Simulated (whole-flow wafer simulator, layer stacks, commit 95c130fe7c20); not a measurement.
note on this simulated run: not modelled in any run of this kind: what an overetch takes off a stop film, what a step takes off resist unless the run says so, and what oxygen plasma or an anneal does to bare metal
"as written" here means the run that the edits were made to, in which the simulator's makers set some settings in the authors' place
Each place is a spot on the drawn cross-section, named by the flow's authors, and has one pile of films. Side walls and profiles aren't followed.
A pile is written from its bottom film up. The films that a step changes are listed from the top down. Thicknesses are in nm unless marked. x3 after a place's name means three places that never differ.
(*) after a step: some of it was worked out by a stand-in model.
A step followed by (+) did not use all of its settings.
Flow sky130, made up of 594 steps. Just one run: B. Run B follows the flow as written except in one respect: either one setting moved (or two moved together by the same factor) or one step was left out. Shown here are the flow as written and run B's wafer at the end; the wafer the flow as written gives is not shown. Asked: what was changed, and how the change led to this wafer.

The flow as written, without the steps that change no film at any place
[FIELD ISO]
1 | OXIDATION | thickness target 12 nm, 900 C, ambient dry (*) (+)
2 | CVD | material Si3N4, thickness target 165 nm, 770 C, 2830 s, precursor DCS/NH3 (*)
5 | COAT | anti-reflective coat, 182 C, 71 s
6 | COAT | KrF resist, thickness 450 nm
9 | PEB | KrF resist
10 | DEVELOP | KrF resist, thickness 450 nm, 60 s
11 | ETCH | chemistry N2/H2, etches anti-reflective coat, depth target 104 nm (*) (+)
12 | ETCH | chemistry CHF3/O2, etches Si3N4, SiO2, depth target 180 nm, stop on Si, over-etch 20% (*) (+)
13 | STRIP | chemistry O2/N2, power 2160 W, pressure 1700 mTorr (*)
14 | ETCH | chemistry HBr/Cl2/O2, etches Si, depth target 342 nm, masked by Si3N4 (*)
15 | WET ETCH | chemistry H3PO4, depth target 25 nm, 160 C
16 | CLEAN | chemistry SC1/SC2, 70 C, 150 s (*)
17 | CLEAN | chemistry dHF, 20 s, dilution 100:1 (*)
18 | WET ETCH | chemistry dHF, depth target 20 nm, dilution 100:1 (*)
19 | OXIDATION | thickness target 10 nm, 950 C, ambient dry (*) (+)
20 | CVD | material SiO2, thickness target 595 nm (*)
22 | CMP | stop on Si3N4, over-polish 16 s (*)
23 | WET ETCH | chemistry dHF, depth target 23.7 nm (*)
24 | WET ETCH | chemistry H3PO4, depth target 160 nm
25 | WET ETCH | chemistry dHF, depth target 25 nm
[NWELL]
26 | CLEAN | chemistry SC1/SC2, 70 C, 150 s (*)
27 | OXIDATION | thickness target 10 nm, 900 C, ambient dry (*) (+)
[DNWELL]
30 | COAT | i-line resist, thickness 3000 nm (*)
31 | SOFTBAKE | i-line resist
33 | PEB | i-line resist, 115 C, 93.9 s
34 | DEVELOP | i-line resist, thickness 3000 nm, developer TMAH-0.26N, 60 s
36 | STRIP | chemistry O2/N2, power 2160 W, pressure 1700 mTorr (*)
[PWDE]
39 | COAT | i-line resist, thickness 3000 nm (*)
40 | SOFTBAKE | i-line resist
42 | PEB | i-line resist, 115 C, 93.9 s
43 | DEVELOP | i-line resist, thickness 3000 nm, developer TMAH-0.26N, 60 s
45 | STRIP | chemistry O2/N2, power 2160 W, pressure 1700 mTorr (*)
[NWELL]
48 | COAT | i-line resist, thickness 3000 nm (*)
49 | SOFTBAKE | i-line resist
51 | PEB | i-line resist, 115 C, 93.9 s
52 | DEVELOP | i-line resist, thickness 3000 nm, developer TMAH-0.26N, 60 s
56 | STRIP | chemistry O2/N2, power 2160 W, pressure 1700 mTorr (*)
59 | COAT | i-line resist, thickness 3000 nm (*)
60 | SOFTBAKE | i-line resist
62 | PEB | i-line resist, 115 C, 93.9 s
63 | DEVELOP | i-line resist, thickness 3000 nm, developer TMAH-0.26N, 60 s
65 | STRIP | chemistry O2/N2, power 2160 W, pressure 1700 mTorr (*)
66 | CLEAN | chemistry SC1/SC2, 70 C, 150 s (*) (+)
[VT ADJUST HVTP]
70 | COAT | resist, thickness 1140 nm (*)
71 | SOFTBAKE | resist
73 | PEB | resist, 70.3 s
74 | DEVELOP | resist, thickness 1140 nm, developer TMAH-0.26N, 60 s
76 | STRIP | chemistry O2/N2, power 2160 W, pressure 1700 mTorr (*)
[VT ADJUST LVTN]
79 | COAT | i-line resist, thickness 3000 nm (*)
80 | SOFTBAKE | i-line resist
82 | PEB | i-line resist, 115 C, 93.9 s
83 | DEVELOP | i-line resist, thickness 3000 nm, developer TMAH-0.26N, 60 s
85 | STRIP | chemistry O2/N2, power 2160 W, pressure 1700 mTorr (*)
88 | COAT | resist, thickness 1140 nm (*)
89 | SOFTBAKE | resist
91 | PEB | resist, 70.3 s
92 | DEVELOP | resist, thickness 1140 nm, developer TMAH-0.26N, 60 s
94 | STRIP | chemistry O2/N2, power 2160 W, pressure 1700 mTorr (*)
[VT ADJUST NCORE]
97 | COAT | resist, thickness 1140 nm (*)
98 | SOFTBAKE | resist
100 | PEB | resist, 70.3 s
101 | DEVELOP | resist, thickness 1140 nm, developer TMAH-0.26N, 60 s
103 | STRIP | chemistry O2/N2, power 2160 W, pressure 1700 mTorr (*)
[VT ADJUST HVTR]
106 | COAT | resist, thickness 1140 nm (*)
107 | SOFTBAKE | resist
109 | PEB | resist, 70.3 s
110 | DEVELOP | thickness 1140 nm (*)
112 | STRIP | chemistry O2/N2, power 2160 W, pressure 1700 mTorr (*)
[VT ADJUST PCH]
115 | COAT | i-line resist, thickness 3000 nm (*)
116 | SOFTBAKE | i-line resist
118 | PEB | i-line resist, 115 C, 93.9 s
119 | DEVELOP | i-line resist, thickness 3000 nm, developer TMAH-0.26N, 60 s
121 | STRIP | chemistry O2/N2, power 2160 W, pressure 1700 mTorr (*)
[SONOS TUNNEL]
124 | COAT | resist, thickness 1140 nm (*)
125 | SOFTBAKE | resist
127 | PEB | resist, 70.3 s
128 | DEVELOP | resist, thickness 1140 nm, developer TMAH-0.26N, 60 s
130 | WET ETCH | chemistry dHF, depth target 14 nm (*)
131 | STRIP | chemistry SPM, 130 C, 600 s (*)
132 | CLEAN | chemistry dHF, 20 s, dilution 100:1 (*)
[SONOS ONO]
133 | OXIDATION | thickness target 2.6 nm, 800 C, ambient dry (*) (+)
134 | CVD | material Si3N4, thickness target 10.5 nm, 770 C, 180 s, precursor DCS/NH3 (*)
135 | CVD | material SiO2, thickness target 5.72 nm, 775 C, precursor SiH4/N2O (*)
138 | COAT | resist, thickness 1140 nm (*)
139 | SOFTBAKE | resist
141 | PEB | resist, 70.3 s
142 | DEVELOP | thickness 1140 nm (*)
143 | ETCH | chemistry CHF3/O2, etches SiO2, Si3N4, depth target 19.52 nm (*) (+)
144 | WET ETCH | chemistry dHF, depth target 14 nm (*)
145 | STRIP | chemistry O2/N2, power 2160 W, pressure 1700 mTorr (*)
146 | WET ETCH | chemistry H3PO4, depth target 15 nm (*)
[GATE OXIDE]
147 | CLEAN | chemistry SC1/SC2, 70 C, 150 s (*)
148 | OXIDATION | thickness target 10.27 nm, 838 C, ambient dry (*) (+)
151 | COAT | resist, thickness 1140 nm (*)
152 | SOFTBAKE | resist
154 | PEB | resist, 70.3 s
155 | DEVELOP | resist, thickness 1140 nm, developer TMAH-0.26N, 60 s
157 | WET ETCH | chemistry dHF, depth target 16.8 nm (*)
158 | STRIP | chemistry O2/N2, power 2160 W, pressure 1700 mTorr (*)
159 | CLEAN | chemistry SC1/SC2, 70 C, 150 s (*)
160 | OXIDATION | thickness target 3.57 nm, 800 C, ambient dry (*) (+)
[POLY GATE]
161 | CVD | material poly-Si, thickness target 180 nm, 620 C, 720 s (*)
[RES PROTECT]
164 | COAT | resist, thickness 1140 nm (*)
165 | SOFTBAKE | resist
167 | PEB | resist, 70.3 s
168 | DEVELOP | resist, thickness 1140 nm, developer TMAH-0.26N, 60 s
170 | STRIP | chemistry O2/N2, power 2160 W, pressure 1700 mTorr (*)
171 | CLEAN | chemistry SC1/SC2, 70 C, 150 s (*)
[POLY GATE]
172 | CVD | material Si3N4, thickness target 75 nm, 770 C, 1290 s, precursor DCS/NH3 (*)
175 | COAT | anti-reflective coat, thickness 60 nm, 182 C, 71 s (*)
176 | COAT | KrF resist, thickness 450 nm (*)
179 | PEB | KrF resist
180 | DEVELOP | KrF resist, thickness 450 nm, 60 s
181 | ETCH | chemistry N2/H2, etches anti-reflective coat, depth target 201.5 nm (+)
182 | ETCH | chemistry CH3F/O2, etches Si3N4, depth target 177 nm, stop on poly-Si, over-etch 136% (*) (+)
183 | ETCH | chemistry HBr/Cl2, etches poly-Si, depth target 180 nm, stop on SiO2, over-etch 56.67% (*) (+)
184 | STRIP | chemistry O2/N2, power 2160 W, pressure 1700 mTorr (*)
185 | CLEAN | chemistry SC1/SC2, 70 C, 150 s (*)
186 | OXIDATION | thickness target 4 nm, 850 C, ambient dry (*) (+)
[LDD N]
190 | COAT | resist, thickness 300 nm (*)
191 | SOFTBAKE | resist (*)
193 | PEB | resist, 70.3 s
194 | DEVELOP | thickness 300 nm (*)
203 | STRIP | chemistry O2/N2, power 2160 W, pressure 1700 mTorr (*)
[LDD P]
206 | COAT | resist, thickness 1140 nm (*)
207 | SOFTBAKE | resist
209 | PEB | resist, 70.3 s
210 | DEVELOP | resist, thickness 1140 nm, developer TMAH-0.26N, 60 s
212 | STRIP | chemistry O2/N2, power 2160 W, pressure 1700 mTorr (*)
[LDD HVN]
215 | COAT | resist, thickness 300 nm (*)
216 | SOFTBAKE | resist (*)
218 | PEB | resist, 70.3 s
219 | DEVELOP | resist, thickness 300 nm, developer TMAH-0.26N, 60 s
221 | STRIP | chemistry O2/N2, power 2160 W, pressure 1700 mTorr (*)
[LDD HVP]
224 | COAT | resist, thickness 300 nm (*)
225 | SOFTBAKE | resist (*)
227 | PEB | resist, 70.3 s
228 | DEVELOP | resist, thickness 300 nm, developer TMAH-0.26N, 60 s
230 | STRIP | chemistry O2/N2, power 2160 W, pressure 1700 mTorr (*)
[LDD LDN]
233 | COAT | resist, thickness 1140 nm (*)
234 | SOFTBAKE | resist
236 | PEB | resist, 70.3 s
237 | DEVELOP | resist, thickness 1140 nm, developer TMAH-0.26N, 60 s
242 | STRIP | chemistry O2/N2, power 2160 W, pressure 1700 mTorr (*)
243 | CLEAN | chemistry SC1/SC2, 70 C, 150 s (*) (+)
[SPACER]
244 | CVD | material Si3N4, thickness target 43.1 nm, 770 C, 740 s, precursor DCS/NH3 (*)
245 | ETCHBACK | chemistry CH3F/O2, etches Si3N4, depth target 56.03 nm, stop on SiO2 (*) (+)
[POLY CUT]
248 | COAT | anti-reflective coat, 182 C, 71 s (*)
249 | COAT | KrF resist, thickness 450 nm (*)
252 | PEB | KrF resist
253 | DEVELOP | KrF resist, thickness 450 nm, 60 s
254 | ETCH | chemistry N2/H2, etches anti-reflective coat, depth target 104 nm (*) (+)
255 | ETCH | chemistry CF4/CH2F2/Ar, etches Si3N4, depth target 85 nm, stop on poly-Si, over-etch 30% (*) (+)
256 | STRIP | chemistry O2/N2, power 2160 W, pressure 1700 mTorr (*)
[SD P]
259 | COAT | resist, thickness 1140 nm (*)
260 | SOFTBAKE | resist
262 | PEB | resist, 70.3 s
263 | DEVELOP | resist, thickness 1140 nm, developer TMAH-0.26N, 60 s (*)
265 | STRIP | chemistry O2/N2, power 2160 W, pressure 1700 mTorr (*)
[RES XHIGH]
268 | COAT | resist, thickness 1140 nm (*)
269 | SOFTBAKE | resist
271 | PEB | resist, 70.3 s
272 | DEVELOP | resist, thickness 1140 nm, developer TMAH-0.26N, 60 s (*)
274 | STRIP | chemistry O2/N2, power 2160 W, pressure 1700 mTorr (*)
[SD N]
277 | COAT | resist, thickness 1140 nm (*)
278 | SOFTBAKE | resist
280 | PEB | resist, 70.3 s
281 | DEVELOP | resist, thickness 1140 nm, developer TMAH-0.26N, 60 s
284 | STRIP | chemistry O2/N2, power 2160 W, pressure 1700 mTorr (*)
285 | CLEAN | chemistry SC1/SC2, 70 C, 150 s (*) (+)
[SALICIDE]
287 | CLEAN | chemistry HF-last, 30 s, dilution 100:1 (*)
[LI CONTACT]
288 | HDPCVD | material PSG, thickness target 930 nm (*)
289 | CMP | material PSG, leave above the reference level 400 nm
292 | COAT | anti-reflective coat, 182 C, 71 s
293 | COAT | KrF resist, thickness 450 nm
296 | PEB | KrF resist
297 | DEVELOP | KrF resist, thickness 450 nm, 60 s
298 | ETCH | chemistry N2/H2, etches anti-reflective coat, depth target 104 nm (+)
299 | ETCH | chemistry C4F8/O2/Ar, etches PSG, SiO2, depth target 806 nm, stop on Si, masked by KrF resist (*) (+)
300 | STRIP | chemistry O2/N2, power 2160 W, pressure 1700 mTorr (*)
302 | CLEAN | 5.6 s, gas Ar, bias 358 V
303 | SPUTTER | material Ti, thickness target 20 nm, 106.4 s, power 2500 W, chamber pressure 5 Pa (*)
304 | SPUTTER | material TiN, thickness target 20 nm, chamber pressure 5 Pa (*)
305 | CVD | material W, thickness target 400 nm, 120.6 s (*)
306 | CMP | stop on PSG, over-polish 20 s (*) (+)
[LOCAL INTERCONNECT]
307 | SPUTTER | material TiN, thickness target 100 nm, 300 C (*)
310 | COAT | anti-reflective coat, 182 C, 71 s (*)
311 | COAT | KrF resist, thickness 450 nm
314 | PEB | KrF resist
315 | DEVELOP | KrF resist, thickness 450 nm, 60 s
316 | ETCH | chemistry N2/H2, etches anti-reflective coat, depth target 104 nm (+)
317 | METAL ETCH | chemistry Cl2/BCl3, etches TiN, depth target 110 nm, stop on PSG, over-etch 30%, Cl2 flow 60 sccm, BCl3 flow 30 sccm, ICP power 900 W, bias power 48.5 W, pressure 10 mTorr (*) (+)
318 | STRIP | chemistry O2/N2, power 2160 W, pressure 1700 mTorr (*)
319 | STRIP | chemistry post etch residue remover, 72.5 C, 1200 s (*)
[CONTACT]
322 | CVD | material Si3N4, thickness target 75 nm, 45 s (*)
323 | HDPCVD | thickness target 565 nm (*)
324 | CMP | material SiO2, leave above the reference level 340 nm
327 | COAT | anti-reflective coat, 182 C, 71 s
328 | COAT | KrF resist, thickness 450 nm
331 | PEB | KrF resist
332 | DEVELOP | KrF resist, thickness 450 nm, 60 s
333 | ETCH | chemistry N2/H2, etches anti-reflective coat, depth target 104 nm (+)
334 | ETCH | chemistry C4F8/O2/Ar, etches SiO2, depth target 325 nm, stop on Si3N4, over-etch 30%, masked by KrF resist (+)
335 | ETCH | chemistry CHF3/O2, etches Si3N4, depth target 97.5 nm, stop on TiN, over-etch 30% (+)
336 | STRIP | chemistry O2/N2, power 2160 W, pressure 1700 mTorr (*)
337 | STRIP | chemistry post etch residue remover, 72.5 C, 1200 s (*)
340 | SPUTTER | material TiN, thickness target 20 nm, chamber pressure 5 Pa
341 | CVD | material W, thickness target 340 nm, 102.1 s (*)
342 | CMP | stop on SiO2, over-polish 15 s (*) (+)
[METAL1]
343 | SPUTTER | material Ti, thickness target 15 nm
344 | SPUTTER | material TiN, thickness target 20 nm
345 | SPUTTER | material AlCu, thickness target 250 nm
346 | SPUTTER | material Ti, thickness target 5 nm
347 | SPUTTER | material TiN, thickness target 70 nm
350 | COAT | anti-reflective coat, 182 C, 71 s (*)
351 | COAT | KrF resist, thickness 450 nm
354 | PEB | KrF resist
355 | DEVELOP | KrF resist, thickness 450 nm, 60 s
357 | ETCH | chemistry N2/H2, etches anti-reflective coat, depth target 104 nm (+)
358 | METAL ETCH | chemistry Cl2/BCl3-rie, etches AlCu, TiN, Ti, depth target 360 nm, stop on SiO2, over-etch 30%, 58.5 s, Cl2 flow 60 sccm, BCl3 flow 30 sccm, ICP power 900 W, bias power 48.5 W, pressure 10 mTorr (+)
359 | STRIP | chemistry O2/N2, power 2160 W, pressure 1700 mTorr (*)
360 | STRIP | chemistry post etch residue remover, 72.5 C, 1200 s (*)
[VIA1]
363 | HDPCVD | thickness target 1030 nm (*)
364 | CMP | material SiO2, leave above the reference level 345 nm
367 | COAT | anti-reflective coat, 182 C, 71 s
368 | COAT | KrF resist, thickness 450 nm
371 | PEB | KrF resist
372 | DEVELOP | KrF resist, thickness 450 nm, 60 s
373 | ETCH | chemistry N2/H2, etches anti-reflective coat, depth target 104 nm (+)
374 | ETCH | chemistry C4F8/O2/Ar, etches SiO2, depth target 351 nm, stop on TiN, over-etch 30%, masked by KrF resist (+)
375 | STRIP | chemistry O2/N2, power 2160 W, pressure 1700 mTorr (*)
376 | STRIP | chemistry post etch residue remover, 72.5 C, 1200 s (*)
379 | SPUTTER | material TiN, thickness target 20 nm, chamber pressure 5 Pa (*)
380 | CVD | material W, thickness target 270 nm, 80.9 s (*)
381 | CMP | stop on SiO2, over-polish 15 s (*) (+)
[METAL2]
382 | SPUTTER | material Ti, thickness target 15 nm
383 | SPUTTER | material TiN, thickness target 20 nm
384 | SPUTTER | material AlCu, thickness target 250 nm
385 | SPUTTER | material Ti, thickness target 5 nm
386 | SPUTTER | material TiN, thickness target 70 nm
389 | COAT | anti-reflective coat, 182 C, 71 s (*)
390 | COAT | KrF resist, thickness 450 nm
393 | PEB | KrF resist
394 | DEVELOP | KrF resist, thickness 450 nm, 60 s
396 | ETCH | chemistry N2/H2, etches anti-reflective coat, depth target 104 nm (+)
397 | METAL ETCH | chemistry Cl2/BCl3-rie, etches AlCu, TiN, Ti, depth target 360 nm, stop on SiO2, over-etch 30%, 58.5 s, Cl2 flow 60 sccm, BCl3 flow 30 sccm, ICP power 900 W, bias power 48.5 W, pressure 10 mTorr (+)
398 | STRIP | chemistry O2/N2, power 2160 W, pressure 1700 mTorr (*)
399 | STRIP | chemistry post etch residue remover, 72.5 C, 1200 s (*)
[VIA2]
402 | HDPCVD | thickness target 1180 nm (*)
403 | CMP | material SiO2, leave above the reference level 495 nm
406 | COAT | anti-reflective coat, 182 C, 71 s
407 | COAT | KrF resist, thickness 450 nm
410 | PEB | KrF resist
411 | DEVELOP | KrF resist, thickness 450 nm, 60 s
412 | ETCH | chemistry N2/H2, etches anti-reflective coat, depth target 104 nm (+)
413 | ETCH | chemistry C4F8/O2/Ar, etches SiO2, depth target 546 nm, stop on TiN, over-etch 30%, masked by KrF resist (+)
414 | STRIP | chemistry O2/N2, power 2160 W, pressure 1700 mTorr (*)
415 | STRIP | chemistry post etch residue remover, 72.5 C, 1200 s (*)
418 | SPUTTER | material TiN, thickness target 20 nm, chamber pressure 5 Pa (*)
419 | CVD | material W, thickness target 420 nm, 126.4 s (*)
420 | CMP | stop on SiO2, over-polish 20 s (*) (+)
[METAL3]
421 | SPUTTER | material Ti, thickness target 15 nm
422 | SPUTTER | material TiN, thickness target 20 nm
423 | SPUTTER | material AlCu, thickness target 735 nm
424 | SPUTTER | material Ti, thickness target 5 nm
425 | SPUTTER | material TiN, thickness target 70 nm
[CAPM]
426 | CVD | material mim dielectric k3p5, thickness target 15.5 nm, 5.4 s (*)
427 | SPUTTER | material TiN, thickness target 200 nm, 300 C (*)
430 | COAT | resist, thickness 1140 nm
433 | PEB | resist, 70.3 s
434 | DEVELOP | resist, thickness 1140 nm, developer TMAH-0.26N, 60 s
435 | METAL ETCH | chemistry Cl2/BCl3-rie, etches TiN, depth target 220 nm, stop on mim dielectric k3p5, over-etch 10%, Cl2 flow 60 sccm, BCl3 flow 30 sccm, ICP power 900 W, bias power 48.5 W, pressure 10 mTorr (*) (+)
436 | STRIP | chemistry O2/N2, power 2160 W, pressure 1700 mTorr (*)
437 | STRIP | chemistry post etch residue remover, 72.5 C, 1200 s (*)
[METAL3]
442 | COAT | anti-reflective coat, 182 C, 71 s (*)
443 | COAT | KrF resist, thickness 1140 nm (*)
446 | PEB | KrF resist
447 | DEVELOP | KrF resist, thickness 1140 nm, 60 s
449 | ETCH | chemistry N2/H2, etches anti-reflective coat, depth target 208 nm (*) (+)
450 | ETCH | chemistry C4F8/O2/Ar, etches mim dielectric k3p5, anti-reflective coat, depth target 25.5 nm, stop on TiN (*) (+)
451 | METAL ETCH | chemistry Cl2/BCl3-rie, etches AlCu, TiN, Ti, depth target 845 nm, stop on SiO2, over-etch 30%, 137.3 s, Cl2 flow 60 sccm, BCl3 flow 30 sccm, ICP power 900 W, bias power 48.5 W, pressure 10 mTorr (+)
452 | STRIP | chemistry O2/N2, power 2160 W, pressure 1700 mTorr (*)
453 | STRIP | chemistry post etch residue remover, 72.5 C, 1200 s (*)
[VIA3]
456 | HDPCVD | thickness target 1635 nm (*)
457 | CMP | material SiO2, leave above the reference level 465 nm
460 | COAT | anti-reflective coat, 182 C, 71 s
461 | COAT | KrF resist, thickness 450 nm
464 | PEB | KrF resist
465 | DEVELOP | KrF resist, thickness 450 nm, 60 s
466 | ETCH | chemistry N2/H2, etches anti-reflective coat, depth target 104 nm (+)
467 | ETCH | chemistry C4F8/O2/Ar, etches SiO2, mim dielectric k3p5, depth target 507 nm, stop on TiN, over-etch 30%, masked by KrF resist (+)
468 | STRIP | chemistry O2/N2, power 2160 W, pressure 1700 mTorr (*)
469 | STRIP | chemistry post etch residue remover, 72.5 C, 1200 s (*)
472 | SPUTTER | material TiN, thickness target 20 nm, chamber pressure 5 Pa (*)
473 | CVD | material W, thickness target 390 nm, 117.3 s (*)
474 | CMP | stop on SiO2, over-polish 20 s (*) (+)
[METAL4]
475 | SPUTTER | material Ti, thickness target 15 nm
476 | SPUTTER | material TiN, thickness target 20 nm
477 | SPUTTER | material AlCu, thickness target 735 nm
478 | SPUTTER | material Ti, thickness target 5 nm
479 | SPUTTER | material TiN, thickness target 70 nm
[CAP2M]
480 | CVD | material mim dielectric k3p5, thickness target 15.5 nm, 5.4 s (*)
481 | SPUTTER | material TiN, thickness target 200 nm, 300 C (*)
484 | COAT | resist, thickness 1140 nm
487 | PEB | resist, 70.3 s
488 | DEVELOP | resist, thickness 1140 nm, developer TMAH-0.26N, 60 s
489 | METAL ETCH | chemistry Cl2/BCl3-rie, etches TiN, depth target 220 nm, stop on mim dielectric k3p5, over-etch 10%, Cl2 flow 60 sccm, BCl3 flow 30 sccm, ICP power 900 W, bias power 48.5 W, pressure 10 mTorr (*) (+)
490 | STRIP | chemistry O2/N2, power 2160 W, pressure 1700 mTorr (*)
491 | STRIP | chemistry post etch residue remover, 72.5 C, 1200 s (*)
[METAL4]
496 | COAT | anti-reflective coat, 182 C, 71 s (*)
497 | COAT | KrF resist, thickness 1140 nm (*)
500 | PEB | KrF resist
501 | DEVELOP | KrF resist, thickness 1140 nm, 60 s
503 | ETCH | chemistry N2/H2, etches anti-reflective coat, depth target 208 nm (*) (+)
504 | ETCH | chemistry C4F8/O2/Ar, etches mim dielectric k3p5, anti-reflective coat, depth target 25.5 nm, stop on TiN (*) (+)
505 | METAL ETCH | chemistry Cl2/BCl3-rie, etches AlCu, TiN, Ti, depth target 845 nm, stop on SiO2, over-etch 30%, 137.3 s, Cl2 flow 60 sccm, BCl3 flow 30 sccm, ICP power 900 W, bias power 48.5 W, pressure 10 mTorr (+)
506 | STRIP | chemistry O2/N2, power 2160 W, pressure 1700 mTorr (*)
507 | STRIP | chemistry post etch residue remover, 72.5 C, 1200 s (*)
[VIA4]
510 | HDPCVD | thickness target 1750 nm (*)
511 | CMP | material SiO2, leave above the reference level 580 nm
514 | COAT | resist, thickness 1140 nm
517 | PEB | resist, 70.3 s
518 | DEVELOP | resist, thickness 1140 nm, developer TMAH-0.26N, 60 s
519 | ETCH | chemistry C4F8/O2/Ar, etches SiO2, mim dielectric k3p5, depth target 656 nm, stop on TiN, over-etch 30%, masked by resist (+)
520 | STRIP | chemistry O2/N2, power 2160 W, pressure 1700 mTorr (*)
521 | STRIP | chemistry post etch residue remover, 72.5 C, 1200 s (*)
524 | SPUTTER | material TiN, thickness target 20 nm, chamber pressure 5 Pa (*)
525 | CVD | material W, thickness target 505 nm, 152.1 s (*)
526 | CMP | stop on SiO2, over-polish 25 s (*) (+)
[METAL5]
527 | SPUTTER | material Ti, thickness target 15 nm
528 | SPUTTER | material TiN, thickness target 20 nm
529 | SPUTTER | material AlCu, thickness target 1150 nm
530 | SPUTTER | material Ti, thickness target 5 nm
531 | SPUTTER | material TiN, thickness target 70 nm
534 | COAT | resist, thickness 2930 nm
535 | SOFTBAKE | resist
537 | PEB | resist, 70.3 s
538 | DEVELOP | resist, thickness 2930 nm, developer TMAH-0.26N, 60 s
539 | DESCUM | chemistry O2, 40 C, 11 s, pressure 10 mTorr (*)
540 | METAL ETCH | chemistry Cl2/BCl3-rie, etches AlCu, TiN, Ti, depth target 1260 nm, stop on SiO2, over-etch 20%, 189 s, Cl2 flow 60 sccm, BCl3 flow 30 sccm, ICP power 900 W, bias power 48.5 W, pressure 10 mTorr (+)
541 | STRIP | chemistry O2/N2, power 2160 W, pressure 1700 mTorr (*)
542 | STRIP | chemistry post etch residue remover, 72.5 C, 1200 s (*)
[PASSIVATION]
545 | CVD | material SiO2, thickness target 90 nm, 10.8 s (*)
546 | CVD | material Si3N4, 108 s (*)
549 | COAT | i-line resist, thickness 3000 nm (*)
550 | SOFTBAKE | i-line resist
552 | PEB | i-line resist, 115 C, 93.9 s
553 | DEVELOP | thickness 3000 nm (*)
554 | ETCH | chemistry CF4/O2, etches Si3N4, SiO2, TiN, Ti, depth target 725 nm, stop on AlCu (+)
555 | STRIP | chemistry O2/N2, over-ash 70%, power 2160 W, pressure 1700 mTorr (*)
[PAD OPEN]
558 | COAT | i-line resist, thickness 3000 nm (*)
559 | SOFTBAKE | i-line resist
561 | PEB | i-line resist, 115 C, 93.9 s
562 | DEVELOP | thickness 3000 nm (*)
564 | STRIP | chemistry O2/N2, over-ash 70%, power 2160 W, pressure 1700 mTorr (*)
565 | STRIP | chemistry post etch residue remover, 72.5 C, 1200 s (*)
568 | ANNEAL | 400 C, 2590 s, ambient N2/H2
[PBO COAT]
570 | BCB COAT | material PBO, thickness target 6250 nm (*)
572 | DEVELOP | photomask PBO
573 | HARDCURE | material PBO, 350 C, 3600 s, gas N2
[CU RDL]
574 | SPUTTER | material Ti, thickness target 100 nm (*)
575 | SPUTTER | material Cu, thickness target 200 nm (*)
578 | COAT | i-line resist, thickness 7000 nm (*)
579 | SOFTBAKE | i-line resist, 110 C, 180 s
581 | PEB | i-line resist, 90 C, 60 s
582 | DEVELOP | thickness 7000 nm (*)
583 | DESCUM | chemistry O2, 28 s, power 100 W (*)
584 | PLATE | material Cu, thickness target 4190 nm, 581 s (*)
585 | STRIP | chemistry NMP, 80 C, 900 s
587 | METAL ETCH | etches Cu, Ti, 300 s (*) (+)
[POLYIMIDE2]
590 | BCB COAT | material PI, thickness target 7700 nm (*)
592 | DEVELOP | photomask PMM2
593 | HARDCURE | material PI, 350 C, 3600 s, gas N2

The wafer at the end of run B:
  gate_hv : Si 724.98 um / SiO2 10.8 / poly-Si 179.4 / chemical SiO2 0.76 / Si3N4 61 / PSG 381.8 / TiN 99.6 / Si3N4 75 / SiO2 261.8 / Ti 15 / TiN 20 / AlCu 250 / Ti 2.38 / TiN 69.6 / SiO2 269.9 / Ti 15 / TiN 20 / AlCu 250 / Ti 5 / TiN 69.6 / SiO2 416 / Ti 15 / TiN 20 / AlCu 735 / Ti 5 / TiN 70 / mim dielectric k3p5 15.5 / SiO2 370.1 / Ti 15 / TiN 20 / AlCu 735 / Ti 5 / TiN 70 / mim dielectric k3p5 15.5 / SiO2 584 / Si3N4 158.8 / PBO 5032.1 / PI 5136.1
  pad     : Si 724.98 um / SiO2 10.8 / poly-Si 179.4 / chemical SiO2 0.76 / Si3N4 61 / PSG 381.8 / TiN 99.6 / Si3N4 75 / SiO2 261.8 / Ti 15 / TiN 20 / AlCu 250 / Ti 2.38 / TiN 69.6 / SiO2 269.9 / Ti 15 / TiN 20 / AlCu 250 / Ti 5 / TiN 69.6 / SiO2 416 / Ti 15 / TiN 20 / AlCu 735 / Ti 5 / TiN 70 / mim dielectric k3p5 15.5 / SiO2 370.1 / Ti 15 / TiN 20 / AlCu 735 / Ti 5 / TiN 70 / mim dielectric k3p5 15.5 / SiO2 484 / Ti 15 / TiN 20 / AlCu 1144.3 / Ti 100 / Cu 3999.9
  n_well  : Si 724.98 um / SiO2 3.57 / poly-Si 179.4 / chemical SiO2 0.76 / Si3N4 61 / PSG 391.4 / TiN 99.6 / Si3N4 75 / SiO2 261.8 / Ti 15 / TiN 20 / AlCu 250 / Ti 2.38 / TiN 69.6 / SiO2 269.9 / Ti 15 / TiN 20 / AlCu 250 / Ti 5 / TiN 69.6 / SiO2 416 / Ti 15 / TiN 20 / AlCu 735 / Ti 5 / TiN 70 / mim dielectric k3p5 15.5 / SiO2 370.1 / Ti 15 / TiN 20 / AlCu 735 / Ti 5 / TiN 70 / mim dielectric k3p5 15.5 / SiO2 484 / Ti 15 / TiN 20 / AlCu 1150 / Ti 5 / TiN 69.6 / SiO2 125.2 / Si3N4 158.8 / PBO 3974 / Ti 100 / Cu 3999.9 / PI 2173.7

Cause: step 346, SPUTTER: thickness target 2.38 nm was run, though the flow has thickness target 5 nm.
One can read it off the wafer: gate_hv has Ti 2.38, and step 346 as written asks for 5 nm.

Step by step, how the change led to this:
  346 | SPUTTER | material Ti, thickness target 5 nm
      field, active, n_well and 188 more: Ti gains 2.38 (new film) (as written it would have been: Ti gains 5 (new film))
  358 | METAL ETCH | chemistry Cl2/BCl3-rie, etches AlCu, TiN, Ti, depth target 360 nm, stop on SiO2, over-etch 30%, 58.5 s, Cl2 flow 60 sccm, BCl3 flow 30 sccm, ICP power 900 W, bias power 48.5 W, pressure 10 mTorr (+)
      field, active, gate and 81 more: TiN loses 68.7 (all of it), Ti loses 2.38 (all of it), AlCu loses 250 (all of it), TiN loses 20 (all of it), Ti loses 15 (all of it), SiO2 loses 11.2 (as written it would have been: TiN loses 68.7 (all of it), Ti loses 5 (all of it), AlCu loses 250 (all of it), TiN loses 20 (all of it), Ti loses 15 (all of it), SiO2 loses 10.9)
